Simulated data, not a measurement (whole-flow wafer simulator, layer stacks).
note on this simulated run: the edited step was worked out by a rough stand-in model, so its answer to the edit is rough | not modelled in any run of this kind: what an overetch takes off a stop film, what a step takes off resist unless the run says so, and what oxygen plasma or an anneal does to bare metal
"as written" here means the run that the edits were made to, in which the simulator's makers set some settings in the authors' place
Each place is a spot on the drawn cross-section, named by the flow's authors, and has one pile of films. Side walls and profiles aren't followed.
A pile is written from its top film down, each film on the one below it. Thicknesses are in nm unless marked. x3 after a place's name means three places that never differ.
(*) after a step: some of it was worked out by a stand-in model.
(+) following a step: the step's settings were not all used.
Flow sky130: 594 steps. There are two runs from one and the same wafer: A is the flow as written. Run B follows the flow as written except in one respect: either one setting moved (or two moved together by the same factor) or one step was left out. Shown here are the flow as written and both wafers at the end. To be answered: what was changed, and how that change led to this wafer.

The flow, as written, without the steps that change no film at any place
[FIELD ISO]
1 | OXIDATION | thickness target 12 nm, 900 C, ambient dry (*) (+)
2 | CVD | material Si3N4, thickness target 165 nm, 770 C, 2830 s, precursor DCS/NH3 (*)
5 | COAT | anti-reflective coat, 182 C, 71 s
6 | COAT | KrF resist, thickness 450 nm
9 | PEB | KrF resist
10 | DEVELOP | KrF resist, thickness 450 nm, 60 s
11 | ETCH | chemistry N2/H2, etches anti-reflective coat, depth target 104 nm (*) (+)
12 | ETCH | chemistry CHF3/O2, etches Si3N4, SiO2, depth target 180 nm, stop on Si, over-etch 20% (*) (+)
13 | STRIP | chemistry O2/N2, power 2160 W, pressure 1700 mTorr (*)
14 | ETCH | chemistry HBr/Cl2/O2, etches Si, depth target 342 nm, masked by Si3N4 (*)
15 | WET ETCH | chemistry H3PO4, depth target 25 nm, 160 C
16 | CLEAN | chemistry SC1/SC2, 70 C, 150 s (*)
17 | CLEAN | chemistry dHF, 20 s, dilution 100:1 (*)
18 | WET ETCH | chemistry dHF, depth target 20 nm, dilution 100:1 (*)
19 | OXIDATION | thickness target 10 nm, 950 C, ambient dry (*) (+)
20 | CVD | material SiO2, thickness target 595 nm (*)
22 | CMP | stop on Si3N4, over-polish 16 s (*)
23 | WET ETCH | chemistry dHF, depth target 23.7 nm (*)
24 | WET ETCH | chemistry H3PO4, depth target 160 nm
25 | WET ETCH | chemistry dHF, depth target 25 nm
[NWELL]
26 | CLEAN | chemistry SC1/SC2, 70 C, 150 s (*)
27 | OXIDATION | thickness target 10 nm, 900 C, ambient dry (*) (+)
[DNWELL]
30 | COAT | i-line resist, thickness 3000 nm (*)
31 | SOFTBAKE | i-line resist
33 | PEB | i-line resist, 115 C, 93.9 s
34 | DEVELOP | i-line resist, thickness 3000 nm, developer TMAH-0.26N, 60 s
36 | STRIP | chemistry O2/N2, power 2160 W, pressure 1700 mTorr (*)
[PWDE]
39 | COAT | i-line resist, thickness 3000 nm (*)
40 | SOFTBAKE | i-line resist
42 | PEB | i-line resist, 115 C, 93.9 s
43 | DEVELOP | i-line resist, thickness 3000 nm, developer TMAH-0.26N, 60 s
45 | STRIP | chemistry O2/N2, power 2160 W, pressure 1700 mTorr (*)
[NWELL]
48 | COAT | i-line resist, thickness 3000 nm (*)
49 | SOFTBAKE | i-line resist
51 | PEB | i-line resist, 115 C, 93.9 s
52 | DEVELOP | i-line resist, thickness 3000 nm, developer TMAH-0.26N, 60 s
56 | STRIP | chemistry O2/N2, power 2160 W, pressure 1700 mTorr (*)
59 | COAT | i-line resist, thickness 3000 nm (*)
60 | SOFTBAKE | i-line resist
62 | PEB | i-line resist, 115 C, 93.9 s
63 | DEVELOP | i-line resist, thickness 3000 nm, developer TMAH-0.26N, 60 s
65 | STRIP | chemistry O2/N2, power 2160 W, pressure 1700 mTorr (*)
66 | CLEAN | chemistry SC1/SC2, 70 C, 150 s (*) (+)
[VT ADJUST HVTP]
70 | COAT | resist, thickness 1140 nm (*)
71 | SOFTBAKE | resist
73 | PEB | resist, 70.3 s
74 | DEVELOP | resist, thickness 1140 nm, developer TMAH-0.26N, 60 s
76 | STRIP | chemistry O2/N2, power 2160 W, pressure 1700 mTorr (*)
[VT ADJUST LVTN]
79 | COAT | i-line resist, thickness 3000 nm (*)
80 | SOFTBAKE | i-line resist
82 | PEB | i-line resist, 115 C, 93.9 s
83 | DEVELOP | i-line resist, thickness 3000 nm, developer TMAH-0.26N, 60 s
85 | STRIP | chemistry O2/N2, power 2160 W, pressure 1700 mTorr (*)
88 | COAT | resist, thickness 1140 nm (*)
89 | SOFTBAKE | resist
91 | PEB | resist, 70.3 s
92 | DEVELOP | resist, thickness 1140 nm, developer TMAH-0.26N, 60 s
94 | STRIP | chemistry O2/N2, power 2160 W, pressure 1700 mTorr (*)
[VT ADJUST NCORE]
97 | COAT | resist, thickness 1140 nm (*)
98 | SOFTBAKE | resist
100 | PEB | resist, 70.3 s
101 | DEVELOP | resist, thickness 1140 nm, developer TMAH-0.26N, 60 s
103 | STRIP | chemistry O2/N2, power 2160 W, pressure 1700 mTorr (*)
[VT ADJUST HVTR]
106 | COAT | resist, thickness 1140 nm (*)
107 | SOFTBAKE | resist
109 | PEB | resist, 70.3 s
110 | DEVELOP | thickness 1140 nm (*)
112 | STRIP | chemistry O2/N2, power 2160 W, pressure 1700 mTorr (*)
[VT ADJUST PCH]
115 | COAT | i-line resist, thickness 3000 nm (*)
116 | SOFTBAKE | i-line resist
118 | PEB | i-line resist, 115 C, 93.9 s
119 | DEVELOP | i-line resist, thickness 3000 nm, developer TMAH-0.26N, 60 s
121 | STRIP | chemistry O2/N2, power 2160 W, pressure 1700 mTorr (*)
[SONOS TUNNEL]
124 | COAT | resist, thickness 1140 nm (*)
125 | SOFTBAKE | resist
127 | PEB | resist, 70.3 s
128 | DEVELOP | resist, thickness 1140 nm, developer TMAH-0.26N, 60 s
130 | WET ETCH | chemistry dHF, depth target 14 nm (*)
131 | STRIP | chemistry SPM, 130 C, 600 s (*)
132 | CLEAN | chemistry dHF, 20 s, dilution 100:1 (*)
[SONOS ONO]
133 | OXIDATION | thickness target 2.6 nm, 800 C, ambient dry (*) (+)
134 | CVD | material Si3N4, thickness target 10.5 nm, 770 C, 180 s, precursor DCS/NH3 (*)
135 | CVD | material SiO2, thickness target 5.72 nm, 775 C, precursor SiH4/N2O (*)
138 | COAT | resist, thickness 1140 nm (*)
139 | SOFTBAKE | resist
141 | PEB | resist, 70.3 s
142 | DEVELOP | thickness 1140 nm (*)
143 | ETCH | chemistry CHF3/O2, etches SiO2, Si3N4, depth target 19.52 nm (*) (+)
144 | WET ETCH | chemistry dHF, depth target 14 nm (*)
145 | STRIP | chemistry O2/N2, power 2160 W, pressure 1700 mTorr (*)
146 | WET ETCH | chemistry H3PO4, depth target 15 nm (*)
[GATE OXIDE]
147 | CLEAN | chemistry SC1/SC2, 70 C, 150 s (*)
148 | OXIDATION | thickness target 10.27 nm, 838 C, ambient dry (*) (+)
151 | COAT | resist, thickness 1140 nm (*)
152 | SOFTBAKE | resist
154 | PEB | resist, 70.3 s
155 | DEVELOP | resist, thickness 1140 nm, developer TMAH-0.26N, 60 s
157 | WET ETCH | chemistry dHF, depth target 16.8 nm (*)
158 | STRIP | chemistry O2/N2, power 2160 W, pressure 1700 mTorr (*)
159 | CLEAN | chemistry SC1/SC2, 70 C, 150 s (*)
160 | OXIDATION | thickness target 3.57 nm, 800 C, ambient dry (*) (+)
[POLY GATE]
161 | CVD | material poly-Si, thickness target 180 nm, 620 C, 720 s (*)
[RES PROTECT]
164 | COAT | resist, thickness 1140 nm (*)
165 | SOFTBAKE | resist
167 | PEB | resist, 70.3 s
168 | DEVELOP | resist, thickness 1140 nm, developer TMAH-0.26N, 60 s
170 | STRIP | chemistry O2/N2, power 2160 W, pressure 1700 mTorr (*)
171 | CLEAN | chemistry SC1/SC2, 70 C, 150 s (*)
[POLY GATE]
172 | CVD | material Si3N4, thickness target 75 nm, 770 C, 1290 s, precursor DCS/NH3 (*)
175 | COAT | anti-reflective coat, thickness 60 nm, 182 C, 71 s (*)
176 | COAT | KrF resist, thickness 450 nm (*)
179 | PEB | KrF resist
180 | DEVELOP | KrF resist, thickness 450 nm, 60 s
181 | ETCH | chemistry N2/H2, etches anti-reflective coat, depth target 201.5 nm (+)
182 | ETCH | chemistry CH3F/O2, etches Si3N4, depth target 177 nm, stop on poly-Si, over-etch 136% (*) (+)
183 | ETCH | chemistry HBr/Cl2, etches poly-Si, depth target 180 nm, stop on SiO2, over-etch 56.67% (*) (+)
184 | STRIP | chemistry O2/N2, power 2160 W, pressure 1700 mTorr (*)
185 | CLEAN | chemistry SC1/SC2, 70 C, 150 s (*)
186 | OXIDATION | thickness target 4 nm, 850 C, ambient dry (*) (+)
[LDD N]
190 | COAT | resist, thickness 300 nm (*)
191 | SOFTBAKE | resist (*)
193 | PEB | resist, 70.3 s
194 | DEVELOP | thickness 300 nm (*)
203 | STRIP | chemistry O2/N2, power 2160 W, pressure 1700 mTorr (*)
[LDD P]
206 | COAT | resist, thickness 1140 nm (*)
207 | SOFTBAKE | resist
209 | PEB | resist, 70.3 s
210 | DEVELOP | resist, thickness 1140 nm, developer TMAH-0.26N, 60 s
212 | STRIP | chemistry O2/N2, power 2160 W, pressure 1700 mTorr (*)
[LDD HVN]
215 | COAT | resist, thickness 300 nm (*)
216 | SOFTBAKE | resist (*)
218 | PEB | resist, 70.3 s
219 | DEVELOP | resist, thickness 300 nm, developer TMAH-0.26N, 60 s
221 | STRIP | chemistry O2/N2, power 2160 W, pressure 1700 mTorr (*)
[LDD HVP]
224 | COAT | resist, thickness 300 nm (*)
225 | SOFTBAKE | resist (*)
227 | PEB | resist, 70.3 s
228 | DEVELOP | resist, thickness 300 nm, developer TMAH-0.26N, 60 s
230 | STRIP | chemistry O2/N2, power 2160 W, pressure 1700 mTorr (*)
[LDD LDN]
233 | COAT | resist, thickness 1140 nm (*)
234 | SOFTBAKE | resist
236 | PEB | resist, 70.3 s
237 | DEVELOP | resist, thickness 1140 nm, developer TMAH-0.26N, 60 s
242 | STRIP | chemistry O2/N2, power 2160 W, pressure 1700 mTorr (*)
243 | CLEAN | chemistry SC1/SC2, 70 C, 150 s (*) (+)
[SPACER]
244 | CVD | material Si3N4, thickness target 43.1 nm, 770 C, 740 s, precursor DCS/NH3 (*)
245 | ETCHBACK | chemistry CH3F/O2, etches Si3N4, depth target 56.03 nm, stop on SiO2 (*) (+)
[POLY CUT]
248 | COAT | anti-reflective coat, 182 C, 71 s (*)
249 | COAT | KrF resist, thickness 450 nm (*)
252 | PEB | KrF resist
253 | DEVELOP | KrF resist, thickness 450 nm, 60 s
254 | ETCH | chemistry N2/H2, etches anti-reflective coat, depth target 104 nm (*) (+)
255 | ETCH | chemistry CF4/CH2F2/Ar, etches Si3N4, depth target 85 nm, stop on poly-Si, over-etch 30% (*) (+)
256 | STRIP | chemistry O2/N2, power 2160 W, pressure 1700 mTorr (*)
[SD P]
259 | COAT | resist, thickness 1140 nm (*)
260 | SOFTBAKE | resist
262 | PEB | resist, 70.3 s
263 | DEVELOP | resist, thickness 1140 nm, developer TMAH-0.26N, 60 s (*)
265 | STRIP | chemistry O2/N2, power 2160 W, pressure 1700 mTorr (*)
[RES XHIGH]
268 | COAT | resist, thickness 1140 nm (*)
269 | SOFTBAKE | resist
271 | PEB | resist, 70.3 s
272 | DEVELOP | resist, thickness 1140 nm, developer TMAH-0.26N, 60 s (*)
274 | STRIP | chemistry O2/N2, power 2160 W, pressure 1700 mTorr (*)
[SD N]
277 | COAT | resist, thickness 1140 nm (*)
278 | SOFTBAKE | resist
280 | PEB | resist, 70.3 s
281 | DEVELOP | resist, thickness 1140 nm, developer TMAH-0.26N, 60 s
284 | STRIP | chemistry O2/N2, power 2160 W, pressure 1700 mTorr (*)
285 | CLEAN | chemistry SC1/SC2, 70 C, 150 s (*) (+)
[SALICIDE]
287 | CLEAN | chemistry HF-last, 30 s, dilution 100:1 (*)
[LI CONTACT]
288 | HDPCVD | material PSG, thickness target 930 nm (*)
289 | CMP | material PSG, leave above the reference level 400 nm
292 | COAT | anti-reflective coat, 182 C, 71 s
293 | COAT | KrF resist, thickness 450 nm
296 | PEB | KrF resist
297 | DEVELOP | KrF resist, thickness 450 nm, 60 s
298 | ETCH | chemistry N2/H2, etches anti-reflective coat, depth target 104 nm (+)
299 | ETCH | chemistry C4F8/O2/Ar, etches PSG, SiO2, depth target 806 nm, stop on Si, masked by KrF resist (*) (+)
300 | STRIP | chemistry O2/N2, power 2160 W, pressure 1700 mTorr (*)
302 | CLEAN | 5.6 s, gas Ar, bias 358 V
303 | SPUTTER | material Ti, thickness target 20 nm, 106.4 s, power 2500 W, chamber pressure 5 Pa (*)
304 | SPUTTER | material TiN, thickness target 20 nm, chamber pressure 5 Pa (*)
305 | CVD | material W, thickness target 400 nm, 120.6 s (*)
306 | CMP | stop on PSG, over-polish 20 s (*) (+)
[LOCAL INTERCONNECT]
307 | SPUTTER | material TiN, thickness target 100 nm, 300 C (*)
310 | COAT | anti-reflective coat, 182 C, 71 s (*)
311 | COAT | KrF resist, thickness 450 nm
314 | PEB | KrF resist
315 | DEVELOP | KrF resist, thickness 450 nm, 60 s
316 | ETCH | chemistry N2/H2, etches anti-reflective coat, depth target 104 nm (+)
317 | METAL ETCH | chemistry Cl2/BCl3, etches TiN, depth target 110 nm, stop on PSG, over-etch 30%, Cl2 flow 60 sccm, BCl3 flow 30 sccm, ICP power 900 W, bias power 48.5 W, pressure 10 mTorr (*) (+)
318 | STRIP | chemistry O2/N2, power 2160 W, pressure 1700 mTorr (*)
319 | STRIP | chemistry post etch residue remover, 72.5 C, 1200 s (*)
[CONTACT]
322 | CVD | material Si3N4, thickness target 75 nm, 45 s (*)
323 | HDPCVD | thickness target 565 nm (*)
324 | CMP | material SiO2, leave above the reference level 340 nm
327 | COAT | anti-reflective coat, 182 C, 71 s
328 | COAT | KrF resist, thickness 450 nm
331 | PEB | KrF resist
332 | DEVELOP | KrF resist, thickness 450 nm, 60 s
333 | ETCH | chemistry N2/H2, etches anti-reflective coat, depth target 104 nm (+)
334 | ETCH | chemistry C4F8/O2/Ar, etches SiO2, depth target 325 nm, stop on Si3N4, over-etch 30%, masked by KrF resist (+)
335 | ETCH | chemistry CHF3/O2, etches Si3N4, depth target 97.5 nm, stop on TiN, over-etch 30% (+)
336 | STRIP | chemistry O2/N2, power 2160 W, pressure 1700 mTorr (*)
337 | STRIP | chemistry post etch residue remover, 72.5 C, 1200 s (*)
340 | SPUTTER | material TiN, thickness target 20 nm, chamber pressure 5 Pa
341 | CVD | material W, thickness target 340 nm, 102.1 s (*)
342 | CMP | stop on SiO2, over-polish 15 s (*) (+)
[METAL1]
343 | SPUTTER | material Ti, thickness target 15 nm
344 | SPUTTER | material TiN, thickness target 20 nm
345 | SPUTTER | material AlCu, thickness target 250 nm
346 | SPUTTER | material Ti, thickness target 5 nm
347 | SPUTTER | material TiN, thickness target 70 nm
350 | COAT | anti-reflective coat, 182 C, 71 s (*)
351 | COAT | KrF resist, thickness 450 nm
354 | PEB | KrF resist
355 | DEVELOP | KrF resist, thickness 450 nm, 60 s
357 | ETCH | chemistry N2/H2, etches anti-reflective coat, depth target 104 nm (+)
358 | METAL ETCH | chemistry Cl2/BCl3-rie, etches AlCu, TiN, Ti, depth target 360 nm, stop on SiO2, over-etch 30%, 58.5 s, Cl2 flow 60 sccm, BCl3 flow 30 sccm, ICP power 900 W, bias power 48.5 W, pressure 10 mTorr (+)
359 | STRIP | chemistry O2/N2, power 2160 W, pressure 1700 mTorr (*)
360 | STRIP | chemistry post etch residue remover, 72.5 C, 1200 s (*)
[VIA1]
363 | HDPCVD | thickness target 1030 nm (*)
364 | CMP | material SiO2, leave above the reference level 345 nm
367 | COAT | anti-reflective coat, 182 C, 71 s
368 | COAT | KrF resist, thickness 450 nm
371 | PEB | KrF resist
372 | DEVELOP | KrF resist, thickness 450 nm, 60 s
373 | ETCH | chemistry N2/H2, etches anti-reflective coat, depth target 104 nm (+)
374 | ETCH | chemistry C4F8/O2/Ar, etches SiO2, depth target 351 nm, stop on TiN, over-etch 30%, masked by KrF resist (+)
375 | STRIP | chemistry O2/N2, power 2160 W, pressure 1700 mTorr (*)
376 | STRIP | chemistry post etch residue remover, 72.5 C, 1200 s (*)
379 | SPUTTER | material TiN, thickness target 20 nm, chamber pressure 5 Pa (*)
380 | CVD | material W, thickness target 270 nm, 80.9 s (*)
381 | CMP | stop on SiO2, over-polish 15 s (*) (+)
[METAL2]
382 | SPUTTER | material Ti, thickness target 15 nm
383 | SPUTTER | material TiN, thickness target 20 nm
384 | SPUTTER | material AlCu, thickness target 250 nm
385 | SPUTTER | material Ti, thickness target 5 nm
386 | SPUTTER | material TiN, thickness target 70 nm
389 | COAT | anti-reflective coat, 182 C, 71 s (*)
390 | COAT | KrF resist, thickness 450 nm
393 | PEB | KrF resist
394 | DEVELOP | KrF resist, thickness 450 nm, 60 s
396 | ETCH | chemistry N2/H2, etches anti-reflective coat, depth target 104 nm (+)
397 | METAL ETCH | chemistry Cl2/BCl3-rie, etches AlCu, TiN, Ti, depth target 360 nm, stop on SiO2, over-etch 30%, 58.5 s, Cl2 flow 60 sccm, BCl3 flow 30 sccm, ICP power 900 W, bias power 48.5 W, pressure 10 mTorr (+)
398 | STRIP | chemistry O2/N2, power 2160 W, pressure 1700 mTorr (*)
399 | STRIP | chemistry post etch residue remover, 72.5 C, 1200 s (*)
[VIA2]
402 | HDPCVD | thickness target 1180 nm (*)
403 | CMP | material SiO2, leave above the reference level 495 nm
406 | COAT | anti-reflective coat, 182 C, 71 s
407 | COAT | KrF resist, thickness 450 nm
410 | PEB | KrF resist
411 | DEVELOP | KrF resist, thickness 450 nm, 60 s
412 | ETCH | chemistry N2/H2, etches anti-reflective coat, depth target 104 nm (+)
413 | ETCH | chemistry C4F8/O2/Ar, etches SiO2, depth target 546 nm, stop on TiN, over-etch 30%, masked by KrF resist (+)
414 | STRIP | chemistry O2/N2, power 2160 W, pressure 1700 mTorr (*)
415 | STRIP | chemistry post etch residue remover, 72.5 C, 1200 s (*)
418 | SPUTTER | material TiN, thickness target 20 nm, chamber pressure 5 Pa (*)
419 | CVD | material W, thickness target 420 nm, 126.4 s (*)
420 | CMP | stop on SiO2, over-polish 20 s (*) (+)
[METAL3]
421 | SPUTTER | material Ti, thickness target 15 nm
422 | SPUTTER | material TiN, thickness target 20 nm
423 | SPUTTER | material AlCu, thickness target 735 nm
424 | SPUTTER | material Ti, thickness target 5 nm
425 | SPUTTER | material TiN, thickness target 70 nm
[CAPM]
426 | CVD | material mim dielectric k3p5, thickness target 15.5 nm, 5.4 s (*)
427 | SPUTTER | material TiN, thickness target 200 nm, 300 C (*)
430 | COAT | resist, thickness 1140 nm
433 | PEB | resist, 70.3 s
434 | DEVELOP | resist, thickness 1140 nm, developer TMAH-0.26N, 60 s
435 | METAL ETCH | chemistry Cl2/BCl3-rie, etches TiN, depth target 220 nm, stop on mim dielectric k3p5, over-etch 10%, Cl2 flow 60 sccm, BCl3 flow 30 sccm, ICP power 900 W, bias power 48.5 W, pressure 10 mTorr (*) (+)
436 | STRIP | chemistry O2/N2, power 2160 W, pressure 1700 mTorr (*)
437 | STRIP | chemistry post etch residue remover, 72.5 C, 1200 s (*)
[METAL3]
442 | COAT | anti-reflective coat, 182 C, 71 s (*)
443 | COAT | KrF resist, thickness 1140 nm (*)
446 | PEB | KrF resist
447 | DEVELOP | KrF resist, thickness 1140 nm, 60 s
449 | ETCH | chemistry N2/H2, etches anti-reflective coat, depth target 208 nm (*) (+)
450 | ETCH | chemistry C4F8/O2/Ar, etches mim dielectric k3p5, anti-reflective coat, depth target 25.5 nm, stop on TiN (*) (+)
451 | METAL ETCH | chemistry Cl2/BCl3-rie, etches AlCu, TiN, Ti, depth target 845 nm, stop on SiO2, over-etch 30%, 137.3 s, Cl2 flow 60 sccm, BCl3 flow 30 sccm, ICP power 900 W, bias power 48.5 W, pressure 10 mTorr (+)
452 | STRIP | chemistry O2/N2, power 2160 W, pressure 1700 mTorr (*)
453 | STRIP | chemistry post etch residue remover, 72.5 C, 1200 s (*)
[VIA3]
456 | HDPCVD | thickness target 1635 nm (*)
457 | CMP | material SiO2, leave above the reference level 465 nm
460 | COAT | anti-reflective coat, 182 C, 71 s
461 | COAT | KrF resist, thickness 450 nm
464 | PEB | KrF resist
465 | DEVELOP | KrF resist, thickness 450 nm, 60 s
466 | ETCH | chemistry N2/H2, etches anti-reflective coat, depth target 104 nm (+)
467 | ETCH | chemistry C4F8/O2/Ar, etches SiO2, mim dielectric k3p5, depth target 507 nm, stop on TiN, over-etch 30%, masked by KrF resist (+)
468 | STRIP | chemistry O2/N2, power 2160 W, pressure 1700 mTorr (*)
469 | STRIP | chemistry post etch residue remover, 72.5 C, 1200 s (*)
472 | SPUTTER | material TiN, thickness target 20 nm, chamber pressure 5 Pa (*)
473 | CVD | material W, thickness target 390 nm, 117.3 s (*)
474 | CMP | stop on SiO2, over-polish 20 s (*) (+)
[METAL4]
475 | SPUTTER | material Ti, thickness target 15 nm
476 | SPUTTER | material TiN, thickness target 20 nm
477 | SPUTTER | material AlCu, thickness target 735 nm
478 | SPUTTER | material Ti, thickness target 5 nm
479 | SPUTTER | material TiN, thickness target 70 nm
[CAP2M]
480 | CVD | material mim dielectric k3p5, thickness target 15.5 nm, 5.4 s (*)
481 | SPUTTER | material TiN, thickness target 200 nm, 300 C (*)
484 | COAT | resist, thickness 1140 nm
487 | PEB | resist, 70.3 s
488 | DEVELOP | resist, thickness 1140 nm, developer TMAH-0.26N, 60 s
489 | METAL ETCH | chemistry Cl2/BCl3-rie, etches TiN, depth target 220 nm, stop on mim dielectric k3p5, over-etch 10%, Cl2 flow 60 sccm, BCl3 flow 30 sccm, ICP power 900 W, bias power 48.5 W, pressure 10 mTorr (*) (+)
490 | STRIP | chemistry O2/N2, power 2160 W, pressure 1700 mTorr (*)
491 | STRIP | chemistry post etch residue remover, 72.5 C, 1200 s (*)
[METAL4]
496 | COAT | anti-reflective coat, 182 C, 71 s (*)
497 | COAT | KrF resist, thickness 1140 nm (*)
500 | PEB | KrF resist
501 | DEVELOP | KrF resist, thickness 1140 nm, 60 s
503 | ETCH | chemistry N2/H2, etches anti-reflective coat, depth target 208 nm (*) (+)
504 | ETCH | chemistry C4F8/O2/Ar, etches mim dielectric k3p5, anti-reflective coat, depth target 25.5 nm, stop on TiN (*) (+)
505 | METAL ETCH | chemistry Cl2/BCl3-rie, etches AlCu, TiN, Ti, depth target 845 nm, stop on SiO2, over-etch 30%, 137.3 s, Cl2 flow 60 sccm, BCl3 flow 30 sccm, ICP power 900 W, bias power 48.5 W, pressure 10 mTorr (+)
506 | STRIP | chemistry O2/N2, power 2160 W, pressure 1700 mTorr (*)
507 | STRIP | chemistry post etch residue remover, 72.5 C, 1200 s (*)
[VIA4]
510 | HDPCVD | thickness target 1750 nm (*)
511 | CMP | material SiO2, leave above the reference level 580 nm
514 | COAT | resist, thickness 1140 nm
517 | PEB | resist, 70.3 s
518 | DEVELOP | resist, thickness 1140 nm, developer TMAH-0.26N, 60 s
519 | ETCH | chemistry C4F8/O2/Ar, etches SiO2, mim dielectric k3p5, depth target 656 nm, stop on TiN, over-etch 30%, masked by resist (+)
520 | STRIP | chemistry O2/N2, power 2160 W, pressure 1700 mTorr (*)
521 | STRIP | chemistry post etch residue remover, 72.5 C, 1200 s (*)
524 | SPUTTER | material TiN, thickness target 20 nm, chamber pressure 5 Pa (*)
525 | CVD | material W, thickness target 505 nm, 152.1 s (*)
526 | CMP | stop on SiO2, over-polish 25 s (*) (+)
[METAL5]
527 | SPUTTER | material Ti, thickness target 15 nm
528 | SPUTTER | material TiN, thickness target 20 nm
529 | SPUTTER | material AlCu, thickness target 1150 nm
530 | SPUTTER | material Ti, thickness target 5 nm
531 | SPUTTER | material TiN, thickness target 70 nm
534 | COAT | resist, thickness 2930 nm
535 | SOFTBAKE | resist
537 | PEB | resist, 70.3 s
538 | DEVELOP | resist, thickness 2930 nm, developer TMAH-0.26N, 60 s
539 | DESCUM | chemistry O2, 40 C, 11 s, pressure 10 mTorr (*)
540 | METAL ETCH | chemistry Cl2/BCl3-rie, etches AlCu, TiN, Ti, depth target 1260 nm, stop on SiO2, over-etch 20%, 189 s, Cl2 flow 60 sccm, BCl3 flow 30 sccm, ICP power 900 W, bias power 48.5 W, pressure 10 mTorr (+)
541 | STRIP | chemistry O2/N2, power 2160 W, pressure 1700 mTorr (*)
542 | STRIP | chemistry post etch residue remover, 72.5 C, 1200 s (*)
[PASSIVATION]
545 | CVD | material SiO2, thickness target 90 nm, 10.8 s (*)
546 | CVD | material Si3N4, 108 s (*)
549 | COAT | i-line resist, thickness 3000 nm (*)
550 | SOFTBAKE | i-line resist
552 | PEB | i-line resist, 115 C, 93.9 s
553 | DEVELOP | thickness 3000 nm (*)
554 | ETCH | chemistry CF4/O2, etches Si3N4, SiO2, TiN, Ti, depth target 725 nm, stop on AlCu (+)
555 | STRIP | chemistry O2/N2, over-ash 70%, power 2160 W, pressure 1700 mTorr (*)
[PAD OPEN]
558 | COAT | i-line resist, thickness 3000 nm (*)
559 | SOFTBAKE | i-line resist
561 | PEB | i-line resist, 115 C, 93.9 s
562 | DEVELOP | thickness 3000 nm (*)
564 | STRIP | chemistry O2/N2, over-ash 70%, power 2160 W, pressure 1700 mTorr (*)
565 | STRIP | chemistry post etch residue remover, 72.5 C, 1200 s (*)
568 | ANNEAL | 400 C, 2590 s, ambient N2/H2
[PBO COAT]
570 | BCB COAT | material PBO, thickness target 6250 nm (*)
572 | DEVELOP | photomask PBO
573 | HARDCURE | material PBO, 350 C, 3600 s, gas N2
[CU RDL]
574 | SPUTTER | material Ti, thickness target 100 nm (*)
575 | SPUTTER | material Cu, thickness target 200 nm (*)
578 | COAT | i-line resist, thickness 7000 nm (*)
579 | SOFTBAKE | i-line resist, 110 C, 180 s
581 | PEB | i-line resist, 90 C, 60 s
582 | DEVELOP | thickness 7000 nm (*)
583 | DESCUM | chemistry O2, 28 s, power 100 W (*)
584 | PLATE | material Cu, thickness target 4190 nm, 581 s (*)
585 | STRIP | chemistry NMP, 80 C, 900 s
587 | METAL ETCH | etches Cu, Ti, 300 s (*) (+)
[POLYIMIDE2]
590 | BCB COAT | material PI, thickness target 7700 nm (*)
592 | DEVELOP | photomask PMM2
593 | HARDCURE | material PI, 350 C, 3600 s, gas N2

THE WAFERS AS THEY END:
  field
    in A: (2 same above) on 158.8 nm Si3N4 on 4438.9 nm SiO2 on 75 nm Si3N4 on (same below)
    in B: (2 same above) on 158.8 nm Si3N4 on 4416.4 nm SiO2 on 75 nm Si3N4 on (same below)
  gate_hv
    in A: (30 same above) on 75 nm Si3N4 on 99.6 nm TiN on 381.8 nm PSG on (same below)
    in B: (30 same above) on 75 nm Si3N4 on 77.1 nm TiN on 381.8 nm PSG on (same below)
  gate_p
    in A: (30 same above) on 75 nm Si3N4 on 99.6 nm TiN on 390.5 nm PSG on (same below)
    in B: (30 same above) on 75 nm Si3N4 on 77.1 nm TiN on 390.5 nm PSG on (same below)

What caused this: step 307, SPUTTER: thickness target 77.5 nm was run, though the flow has thickness target 100 nm.

Step by step, how the change led to this:
  307 | SPUTTER | material TiN, thickness target 100 nm, 300 C (*)
      field, active, n_well and 188 more: A TiN gains 100 (new film) | B TiN gains 77.5 (new film)
  317 | METAL ETCH | chemistry Cl2/BCl3, etches TiN, depth target 110 nm, stop on PSG, over-etch 30%, Cl2 flow 60 sccm, BCl3 flow 30 sccm, ICP power 900 W, bias power 48.5 W, pressure 10 mTorr (*) (+)
      n_well, p_well, gate_hv and 97 more: A KrF resist loses 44 | B KrF resist loses 39.6
      field, active, gate and 88 more: A TiN loses 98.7 (all of it) | B TiN loses 76.2 (all of it)
  324 | CMP | material SiO2, leave above the reference level 340 nm
      field, active, gate and 88 more: A SiO2 loses 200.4 | B SiO2 loses 222.9
